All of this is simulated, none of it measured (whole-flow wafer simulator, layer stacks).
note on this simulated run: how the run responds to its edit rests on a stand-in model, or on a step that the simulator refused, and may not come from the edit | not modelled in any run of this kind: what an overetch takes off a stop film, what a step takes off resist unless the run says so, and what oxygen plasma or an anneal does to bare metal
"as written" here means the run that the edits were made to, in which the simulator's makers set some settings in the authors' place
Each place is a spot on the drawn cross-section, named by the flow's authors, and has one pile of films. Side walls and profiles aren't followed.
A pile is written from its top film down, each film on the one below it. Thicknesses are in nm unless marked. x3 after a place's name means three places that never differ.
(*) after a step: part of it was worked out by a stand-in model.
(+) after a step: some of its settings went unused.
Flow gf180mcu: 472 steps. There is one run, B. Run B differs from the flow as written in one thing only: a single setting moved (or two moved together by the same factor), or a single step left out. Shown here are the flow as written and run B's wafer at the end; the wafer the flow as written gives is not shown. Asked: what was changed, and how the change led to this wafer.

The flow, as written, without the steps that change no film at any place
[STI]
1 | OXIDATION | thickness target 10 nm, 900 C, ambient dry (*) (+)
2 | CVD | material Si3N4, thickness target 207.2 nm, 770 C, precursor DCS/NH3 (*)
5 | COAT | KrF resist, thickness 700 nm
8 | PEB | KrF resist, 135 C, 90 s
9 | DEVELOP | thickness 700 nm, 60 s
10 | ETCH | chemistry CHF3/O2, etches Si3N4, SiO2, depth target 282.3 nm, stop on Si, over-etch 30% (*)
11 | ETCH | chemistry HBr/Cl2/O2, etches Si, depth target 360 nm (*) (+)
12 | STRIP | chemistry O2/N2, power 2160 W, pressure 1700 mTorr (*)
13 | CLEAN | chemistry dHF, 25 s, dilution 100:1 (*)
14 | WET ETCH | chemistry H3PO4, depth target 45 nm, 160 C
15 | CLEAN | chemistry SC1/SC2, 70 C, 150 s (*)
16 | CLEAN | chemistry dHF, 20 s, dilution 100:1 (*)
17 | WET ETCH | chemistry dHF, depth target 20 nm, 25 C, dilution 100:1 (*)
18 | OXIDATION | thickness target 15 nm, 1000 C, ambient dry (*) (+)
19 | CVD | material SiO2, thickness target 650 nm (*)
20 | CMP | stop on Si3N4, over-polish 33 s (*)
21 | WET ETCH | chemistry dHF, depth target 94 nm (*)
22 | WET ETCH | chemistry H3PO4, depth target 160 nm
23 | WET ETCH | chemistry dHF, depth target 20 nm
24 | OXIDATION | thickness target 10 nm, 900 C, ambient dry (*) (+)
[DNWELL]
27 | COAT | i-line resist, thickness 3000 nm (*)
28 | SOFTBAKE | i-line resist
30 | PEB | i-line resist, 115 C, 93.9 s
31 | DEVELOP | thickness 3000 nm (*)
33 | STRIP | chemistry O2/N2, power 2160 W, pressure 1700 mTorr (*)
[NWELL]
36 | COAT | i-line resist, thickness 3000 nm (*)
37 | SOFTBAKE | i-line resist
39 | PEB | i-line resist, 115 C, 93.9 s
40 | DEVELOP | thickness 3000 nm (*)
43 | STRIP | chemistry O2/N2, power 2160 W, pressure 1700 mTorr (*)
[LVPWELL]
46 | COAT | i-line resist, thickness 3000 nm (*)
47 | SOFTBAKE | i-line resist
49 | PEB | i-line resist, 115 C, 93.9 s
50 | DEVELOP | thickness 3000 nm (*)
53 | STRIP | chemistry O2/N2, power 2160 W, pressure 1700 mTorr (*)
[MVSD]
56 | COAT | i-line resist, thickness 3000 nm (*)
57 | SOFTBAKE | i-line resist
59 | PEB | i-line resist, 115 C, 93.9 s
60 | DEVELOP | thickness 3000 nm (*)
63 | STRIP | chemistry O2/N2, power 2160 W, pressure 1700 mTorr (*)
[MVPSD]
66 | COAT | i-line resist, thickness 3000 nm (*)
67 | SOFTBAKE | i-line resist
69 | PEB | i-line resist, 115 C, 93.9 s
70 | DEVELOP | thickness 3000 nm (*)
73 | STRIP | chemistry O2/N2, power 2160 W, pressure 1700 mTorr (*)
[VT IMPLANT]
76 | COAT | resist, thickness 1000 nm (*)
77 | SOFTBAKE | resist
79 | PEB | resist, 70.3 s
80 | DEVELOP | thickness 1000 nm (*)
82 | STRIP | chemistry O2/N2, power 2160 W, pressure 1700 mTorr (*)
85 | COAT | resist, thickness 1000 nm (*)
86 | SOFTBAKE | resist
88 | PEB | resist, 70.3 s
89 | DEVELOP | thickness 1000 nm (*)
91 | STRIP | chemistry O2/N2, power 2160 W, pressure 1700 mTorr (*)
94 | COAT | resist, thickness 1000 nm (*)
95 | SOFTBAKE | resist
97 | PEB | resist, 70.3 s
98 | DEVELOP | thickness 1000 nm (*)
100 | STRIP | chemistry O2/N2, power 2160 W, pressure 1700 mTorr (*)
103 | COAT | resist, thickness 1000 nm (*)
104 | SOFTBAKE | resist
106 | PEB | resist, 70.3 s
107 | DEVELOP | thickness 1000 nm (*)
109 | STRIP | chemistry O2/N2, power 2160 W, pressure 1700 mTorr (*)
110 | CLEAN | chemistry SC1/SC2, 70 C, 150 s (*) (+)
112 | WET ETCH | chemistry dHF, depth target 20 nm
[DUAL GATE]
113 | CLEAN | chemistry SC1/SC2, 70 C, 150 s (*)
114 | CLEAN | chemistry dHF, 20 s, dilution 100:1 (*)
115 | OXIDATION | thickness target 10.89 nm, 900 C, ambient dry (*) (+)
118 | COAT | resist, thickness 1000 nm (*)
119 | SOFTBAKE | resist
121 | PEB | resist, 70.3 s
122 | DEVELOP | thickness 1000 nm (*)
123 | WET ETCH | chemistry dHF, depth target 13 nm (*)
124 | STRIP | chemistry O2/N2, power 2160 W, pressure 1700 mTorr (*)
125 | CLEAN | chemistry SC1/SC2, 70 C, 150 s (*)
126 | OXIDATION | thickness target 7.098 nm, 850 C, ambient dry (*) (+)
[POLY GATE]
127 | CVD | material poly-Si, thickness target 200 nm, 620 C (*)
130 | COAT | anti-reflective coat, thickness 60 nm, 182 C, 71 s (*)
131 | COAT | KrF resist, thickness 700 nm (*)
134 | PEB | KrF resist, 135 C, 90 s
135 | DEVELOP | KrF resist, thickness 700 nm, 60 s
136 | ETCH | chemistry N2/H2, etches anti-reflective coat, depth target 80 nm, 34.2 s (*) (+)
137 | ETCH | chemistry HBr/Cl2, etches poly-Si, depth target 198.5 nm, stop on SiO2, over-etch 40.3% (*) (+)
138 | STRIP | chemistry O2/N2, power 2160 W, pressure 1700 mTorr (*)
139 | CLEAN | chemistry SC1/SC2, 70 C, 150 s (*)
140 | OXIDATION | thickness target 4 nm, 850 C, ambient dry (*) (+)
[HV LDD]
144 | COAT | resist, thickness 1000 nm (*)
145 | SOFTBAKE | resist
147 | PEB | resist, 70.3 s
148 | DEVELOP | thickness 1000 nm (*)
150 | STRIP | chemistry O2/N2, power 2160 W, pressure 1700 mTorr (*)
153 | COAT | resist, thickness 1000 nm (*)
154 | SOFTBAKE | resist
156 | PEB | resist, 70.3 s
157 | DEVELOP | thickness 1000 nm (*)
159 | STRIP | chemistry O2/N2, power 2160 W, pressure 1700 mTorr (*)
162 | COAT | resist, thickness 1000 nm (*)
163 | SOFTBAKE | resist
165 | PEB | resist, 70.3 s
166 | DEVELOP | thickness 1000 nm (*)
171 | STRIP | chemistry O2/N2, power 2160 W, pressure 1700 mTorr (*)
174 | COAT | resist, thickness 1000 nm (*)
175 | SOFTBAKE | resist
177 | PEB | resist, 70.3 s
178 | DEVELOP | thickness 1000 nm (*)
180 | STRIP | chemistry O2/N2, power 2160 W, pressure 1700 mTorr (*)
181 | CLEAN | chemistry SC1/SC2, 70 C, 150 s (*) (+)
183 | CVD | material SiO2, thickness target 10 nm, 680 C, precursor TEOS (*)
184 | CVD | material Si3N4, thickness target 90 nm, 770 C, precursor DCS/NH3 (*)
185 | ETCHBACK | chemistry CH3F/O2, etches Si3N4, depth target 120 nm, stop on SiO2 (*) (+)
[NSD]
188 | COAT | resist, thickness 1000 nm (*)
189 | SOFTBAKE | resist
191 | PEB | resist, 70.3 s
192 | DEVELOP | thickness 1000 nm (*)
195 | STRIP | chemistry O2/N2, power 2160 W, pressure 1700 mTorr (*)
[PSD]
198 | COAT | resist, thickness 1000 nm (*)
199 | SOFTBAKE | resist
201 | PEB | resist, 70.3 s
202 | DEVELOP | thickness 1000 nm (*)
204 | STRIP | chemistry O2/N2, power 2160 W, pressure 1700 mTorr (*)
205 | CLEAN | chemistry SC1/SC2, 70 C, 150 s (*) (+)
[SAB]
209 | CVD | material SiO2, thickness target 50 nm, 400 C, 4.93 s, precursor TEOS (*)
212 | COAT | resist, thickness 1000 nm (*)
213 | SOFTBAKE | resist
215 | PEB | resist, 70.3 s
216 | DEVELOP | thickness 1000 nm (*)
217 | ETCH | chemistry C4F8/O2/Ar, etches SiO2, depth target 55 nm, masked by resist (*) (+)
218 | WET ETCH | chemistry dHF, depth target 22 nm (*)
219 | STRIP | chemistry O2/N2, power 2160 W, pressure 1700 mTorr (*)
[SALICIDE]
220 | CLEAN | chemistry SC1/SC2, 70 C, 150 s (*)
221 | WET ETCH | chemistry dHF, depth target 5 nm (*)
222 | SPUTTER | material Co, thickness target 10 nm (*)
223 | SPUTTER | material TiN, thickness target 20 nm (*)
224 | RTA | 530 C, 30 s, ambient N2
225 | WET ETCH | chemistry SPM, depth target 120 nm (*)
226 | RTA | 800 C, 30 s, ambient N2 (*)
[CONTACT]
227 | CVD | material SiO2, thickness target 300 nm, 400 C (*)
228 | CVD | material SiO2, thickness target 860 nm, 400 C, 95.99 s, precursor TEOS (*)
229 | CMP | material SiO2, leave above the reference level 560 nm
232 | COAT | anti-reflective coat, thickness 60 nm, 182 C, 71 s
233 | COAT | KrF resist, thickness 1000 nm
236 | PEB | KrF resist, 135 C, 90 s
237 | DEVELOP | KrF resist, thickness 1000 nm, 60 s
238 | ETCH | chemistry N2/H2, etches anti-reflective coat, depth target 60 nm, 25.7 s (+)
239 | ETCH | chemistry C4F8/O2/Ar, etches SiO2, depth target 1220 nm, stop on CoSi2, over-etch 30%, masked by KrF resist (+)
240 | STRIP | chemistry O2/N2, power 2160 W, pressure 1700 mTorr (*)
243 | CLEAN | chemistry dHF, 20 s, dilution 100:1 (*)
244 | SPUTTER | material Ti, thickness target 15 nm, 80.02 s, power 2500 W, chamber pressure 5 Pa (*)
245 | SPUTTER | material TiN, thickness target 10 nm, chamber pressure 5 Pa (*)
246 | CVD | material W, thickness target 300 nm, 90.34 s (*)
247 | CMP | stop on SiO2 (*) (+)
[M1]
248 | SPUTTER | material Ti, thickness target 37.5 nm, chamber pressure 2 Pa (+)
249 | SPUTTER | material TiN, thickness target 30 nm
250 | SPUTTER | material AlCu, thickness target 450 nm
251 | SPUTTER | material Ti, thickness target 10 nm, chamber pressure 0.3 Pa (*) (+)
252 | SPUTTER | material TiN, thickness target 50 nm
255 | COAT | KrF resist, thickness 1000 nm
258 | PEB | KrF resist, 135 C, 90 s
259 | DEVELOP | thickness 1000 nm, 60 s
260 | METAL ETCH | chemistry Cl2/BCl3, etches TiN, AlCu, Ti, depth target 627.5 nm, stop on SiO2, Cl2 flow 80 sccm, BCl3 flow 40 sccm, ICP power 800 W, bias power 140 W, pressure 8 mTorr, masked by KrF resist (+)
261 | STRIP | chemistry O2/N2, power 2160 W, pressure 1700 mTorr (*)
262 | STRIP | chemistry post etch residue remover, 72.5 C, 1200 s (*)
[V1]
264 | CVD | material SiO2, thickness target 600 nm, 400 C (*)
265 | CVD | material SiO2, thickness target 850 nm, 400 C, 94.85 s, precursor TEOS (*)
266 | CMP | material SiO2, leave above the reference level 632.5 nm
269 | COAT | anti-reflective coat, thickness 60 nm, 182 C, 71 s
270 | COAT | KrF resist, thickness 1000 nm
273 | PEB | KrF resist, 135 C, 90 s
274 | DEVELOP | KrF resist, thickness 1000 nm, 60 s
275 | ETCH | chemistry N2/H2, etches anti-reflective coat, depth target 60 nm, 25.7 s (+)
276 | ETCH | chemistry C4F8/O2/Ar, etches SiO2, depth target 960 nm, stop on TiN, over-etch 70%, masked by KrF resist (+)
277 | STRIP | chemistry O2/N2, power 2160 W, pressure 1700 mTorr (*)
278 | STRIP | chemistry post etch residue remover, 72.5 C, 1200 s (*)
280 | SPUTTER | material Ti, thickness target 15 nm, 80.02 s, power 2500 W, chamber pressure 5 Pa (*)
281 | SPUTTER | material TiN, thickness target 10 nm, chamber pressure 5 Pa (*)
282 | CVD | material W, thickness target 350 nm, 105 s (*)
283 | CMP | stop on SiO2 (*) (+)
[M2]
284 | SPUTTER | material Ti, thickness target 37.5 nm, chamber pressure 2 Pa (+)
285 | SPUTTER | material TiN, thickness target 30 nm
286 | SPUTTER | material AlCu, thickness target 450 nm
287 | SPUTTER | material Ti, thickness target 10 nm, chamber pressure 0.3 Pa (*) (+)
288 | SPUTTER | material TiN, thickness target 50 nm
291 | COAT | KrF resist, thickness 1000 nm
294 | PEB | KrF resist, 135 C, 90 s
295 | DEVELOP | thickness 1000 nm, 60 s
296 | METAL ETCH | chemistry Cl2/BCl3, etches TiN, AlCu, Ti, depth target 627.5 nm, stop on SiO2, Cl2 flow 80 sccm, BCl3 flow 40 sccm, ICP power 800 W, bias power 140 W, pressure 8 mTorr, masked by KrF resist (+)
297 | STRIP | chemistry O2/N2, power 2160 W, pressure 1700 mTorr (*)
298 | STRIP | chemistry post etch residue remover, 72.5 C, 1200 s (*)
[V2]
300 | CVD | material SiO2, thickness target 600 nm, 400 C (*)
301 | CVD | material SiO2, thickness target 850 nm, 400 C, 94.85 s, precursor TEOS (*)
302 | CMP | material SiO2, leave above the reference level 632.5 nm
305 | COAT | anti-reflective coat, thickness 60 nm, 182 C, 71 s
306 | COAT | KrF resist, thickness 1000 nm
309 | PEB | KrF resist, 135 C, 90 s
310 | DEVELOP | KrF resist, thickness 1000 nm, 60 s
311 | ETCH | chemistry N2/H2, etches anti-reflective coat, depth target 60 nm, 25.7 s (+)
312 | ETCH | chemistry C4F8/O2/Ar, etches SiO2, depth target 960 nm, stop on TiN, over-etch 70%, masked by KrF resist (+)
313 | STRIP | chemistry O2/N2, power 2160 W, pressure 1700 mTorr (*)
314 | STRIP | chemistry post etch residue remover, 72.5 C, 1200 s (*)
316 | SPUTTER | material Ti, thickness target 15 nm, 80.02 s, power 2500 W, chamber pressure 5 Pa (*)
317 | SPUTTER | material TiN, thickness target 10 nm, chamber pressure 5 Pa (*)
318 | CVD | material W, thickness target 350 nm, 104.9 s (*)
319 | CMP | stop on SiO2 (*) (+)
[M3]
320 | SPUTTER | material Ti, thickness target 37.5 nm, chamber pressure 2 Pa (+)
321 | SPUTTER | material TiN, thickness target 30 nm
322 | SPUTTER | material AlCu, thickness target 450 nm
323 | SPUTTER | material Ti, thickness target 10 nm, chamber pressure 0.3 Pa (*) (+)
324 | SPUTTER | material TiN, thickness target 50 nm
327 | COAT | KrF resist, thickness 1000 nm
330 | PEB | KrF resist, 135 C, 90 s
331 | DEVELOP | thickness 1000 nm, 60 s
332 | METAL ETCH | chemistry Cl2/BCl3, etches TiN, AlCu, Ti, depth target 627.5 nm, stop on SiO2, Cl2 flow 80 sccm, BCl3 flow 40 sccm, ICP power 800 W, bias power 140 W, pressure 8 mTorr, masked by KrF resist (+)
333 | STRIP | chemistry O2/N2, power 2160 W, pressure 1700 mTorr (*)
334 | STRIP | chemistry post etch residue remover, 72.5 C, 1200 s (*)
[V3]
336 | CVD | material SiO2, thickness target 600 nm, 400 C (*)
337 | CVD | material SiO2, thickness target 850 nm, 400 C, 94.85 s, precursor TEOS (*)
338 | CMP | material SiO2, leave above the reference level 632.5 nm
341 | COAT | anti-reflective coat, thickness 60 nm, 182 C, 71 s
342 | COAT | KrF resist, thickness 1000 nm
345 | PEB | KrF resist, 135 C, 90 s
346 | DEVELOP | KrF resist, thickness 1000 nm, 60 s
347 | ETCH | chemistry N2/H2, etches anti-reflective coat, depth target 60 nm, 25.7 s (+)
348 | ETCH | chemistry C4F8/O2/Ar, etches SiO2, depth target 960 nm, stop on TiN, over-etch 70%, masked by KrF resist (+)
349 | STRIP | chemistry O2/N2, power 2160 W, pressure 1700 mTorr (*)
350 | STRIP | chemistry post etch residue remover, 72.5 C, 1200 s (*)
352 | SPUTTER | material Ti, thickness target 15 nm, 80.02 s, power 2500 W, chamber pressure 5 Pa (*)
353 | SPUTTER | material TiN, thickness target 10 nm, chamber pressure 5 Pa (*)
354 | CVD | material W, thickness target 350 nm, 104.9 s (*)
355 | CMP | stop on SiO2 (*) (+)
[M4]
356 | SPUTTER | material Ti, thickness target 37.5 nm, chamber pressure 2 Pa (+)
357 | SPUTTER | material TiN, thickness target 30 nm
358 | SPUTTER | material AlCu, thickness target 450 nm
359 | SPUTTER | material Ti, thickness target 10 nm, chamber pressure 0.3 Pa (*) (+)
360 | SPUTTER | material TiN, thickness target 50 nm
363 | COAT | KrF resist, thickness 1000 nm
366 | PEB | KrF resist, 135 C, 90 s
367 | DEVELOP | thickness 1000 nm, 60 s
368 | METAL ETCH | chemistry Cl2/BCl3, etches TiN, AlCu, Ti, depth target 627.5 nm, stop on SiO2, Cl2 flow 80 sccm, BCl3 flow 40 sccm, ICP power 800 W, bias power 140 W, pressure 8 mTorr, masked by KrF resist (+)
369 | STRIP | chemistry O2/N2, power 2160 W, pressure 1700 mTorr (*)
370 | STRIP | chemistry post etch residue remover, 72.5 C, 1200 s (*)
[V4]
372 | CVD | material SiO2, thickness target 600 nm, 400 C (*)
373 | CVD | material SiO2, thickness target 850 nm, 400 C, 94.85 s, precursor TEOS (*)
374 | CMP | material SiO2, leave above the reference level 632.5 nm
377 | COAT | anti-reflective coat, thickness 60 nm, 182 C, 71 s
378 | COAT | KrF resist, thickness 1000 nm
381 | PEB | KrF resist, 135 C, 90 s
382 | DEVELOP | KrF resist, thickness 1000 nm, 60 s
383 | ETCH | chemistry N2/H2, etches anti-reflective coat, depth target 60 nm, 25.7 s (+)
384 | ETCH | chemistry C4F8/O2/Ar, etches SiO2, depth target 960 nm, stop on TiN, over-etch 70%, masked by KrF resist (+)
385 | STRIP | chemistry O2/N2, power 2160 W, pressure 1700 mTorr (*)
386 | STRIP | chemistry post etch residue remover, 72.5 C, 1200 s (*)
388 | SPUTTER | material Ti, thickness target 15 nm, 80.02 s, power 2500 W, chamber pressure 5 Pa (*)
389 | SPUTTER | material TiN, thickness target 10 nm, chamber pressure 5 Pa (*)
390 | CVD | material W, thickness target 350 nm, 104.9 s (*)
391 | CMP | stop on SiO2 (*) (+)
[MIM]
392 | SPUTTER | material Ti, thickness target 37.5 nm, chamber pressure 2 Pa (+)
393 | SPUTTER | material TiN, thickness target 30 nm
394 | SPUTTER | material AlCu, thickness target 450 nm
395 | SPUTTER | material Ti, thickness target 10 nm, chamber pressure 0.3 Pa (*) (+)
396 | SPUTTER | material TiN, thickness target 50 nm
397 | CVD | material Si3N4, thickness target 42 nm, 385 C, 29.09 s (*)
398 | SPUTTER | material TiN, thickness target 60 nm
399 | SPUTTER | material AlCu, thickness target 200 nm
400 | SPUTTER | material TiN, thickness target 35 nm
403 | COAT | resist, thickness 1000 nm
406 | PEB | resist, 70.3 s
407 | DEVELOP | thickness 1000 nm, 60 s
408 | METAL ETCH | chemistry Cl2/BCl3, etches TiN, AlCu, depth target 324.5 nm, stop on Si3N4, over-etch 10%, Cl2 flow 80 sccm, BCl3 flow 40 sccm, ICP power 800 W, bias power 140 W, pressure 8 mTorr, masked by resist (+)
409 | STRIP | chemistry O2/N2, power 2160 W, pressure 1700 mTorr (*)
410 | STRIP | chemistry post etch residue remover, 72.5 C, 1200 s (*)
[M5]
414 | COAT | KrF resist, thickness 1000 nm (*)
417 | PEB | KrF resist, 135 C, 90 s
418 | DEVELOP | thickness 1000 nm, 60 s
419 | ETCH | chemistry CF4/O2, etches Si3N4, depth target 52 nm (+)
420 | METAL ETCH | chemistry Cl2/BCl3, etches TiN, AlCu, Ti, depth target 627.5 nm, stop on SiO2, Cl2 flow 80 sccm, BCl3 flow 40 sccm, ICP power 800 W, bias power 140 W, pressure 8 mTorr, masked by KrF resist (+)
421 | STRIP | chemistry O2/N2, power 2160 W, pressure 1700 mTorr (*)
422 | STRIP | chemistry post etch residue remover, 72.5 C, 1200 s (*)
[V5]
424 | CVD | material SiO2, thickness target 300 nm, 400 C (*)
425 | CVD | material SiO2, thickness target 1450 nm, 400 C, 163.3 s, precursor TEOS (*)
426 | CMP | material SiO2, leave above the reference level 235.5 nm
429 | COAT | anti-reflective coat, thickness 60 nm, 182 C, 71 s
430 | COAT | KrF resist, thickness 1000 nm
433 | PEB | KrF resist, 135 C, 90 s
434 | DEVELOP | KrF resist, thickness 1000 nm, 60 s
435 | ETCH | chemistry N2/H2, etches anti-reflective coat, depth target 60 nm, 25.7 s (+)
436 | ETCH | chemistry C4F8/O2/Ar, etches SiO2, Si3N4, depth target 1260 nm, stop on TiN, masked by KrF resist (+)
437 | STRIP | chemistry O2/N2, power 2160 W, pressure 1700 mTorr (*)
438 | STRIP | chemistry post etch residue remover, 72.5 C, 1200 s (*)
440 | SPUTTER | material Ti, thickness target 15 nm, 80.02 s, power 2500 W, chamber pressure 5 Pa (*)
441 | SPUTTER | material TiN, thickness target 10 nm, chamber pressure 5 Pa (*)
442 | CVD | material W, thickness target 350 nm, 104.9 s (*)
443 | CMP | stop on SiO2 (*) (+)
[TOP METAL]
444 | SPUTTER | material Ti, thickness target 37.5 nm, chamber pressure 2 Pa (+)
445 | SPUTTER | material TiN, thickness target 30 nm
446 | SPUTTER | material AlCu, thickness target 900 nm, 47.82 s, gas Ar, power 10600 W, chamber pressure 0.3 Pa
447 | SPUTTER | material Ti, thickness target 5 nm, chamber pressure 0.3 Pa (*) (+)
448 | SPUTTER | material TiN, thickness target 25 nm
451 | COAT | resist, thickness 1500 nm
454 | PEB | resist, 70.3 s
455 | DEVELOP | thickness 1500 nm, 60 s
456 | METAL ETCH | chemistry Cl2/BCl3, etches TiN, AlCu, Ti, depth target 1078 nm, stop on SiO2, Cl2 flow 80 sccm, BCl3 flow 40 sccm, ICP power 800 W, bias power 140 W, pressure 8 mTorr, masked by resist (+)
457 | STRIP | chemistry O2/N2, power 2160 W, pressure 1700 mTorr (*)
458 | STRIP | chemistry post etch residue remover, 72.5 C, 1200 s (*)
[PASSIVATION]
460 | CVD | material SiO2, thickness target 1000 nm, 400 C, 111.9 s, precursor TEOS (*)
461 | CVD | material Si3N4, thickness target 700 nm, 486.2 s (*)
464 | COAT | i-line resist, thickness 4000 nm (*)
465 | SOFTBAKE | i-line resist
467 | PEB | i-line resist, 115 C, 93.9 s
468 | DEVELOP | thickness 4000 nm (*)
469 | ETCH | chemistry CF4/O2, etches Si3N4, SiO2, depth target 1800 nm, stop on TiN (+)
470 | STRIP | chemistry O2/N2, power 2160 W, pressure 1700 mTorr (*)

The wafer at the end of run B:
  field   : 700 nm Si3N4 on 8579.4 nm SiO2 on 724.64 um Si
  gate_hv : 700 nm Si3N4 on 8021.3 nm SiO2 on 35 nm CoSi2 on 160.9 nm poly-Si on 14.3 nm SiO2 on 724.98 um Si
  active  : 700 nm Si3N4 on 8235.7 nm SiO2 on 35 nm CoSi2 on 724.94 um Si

Cause: step 266, CMP: leave above the reference level 986.7 nm was run, whereas the flow has leave above the reference level 632.5 nm.

The path from the change to this, step by step:
  266 | CMP | material SiO2, leave above the reference level 632.5 nm
      field, field__w1, field__w2 and 99 more: nothing (as written it would have been: -300 SiO2)
      field__w8, contact, m1 and 6 more: -522.9 SiO2 (as written it would have been: -877.1 SiO2)
  269 | COAT | anti-reflective coat, thickness 60 nm, 182 C, 71 s
      field: +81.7 anti-reflective coat (new film) (as written it would have been: +60 anti-reflective coat (new film))
      field__w8: +30.4 anti-reflective coat (new film) (as written it would have been: +60 anti-reflective coat (new film))
      (also at 13 further places)
  270 | COAT | KrF resist, thickness 1000 nm
      m1: +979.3 KrF resist (new film) (as written it would have been: +1000 KrF resist (new film))
      m1_nw: +977.5 KrF resist (new film) (as written it would have been: +1000 KrF resist (new film))
  275 | ETCH | chemistry N2/H2, etches anti-reflective coat, depth target 60 nm, 25.7 s (+)
      contact: -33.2 anti-reflective coat (all of it), -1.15 SiO2 (as written it would have been: -60 anti-reflective coat (all of it), -0.46 SiO2)
  276 | ETCH | chemistry C4F8/O2/Ar, etches SiO2, depth target 960 nm, stop on TiN, over-etch 70%, masked by KrF resist (+)
      contact: -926 SiO2 (all of it) (as written it would have been: -572.5 SiO2 (all of it))
  277 | STRIP | chemistry O2/N2, power 2160 W, pressure 1700 mTorr (*)
      field: -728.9 KrF resist (all of it), -81.7 anti-reflective coat (all of it) (as written it would have been: -739.2 KrF resist (all of it), -60 anti-reflective coat (all of it))
      field__w8: -733.5 KrF resist (all of it), -30.4 anti-reflective coat (all of it) (as written it would have been: -739.2 KrF resist (all of it), -60 anti-reflective coat (all of it))
      (also at 12 further places)
  280 | SPUTTER | material Ti, thickness target 15 nm, 80.02 s, power 2500 W, chamber pressure 5 Pa (*)
      contact: +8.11 Ti (new film) (as written it would have been: +9.65 Ti (new film))
  281 | SPUTTER | material TiN, thickness target 10 nm, chamber pressure 5 Pa (*)
      contact: +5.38 TiN (new film) (as written it would have been: +6.4 TiN (new film))
  282 | CVD | material W, thickness target 350 nm, 105 s (*)
      contact: +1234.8 W (new film) (as written it would have been: +932.3 W (new film))
  283 | CMP | stop on SiO2 (*) (+)
      m1, m1__w1, polyc_n, polyc_n_rim, polyc_p, polyc_p_rim, m1_nw: -350 W (all of it), -10 TiN (all of it), -15 Ti (all of it), -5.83 SiO2 (as written it would have been: -350 W (all of it), -10 TiN (all of it), -15 Ti (all of it), -3.78 SiO2)
      field__w8: -350 W (all of it), -10 TiN (all of it), -15 Ti (all of it), -5.84 SiO2 (as written it would have been: -350 W (all of it), -10 TiN (all of it), -15 Ti (all of it), -3.78 SiO2)
  291 | COAT | KrF resist, thickness 1000 nm
      field__w8: +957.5 KrF resist (new film) (as written it would have been: +1000 KrF resist (new film))
      m1: +956.7 KrF resist (new film) (as written it would have been: +1000 KrF resist (new film))
      (also at 6 further places)
  295 | DEVELOP | thickness 1000 nm, 60 s
      polyc_n: -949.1 KrF resist (all of it) (as written it would have been: -989.5 KrF resist (all of it))
      polyc_n_rim: -948.1 KrF resist (all of it) (as written it would have been: -989.5 KrF resist (all of it))
      (also at 2 further places)
  297 | STRIP | chemistry O2/N2, power 2160 W, pressure 1700 mTorr (*)
      field__w8: -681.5 KrF resist (all of it) (as written it would have been: -723.5 KrF resist (all of it))
      m1: -680.6 KrF resist (all of it) (as written it would have been: -723.5 KrF resist (all of it))
      (also at 2 further places)
  302 | CMP | material SiO2, leave above the reference level 632.5 nm
      field, field__w1, field__w2 and 99 more: -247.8 SiO2 (as written it would have been: -300 SiO2)
      contact: -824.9 SiO2 (as written it would have been: -877.1 SiO2)
  312 | ETCH | chemistry C4F8/O2/Ar, etches SiO2, depth target 960 nm, stop on TiN, over-etch 70%, masked by KrF resist (+)
      contact: -624.6 SiO2 (all of it) (as written it would have been: -572.5 SiO2 (all of it))
  318 | CVD | material W, thickness target 350 nm, 104.9 s (*)
      contact: +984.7 W (new film) (as written it would have been: +932.3 W (new film))
